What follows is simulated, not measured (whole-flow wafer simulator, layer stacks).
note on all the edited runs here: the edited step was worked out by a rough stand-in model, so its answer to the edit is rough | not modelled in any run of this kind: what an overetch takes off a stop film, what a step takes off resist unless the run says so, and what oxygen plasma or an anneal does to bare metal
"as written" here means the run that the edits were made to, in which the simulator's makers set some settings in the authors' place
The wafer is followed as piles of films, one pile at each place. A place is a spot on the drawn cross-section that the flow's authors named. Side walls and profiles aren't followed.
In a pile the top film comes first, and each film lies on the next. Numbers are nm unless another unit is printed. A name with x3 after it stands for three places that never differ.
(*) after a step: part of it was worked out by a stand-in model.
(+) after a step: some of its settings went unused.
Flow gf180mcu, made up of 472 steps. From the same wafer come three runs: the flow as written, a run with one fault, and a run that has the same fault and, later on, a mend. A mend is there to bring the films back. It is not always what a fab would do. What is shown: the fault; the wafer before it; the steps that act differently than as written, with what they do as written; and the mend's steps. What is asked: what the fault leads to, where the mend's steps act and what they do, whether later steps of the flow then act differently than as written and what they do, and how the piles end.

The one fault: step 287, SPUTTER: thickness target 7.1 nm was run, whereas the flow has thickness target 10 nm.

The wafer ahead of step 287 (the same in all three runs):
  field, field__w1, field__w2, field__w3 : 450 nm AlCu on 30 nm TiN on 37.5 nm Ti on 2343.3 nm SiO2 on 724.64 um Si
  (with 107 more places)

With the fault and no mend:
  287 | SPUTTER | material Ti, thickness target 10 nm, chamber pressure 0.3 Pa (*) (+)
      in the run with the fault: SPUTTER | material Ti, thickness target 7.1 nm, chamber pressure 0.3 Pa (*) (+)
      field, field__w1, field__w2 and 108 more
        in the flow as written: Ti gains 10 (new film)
        in the run with the fault: Ti gains 7.1 (new film)
  Later steps of the flow acting differently than as written (not shown: 5 more steps that differ only slightly, by at most 2% or 0.5 nm, whichever is larger):
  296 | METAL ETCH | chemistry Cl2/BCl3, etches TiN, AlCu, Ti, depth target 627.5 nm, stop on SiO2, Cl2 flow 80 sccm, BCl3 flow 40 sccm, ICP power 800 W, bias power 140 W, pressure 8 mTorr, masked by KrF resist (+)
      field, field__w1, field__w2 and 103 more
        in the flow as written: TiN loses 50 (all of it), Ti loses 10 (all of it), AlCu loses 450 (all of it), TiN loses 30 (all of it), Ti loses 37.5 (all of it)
        in the run with the fault: TiN loses 50 (all of it), Ti loses 7.1 (all of it), AlCu loses 450 (all of it), TiN loses 30 (all of it), Ti loses 37.5 (all of it)
  At field__w8, contact, m1, m1__w1, m1_nw, the piles at the end differ from the flow's by more than 2% or 0.5 nm, whichever is larger.
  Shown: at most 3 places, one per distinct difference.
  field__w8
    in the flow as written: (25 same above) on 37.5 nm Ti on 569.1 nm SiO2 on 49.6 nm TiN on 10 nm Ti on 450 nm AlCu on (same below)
    in the run with the fault: (25 same above) on 37.5 nm Ti on 572 nm SiO2 on 49.6 nm TiN on 7.1 nm Ti on 450 nm AlCu on (same below)
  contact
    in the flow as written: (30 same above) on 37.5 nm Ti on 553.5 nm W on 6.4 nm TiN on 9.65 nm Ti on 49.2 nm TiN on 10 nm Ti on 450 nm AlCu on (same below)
    in the run with the fault: (30 same above) on 37.5 nm Ti on 556.4 nm W on 6.39 nm TiN on 9.64 nm Ti on 49.2 nm TiN on 7.1 nm Ti on 450 nm AlCu on (same below)

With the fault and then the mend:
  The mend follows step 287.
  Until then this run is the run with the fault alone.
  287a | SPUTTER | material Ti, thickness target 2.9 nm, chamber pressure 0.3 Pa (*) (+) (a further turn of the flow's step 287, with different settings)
      field, field__w1, field__w2 and 108 more
        Ti gains 2.9
  None of the later steps of the flow acts differently than as written at any place that is followed.
  At every place that both follow, the piles at the end match the flow's.
